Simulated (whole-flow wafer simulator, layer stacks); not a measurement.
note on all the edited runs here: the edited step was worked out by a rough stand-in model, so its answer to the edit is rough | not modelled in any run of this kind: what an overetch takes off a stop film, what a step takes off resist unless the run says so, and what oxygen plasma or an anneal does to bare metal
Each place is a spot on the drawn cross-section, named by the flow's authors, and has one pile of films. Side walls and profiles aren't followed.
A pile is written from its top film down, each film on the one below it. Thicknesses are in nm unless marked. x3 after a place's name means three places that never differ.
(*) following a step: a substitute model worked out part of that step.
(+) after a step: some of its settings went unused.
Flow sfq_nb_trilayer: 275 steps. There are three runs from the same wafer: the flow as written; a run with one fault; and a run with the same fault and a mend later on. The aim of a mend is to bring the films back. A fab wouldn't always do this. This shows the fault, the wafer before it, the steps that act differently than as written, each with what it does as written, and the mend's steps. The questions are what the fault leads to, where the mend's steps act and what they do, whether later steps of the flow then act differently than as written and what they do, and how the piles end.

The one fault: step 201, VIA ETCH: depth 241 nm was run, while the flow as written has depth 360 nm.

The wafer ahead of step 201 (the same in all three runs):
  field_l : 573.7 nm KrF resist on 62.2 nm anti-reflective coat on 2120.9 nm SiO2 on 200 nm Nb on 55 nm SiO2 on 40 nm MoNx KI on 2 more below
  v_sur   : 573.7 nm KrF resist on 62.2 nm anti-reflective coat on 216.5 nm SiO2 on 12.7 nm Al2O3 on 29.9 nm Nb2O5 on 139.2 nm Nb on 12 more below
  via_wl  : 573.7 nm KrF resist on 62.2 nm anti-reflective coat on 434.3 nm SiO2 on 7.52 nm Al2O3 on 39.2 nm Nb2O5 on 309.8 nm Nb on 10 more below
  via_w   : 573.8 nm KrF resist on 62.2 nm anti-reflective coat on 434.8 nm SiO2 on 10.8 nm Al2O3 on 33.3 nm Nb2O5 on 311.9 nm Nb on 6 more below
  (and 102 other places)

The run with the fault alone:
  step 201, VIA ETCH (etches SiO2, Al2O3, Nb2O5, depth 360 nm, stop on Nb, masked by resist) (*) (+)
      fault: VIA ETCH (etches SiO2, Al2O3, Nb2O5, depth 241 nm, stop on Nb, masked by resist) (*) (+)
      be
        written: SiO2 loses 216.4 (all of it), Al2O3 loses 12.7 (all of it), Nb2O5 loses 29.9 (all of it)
        fault: SiO2 loses 216.4 (all of it), Al2O3 loses 12.7 (all of it), Nb2O5 loses 12
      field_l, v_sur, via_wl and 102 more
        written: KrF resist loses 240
        fault: KrF resist loses 160.7
  Later steps of the flow acting differently than as written (7 other steps are not shown; they differ only slightly, by no more than 2% or 0.5 nm, whichever is larger):
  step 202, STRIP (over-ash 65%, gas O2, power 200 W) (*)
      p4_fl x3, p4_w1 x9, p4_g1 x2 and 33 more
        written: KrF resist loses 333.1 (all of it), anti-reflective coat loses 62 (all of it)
        fault: KrF resist loses 412.5 (all of it), anti-reflective coat loses 62 (all of it)
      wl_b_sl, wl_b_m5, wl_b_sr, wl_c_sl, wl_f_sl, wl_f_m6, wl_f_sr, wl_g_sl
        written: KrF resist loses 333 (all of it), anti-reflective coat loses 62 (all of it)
        fault: KrF resist loses 412.3 (all of it), anti-reflective coat loses 62 (all of it)
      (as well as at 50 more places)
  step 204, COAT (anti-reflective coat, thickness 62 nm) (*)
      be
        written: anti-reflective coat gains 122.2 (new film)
        fault: anti-reflective coat gains 119.5 (new film)
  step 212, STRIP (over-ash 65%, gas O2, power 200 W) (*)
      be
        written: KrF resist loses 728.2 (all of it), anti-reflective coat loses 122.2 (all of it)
        fault: KrF resist loses 715.3 (all of it), anti-reflective coat loses 119.5 (all of it)
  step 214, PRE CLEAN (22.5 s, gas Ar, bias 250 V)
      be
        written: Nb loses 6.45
        fault: Nb2O5 loses 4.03
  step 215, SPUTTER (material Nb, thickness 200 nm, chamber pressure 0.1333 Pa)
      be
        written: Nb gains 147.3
        fault: Nb gains 152 (new film)
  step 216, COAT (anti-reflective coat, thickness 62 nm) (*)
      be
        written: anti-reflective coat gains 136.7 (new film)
        fault: anti-reflective coat gains 132.7 (new film)
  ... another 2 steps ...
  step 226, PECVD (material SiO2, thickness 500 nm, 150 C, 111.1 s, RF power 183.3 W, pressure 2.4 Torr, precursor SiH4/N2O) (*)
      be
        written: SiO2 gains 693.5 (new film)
        fault: SiO2 gains 668.4 (new film)
  At be, the piles at the end differ from the flow's by more than 2% or 0.5 nm, whichever is larger.
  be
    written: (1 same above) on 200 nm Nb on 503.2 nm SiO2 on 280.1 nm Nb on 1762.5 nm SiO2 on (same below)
    fault: (1 same above) on 200 nm Nb on 478.2 nm SiO2 on 152 nm Nb on 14 nm Nb2O5 on 139.2 nm Nb on 1762.5 nm SiO2 on (same below)

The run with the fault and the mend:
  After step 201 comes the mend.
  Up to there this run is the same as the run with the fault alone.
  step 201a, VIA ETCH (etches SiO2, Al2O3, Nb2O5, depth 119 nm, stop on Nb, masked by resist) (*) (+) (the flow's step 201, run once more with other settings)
      field_l, v_sur, via_wl and 102 more
        KrF resist loses 79.3
      be
        Nb2O5 loses 18 (all of it)
  None of the later steps of the flow acts differently than as written at any place that is followed.
  The piles end the same as the flow's at every place that both follow.
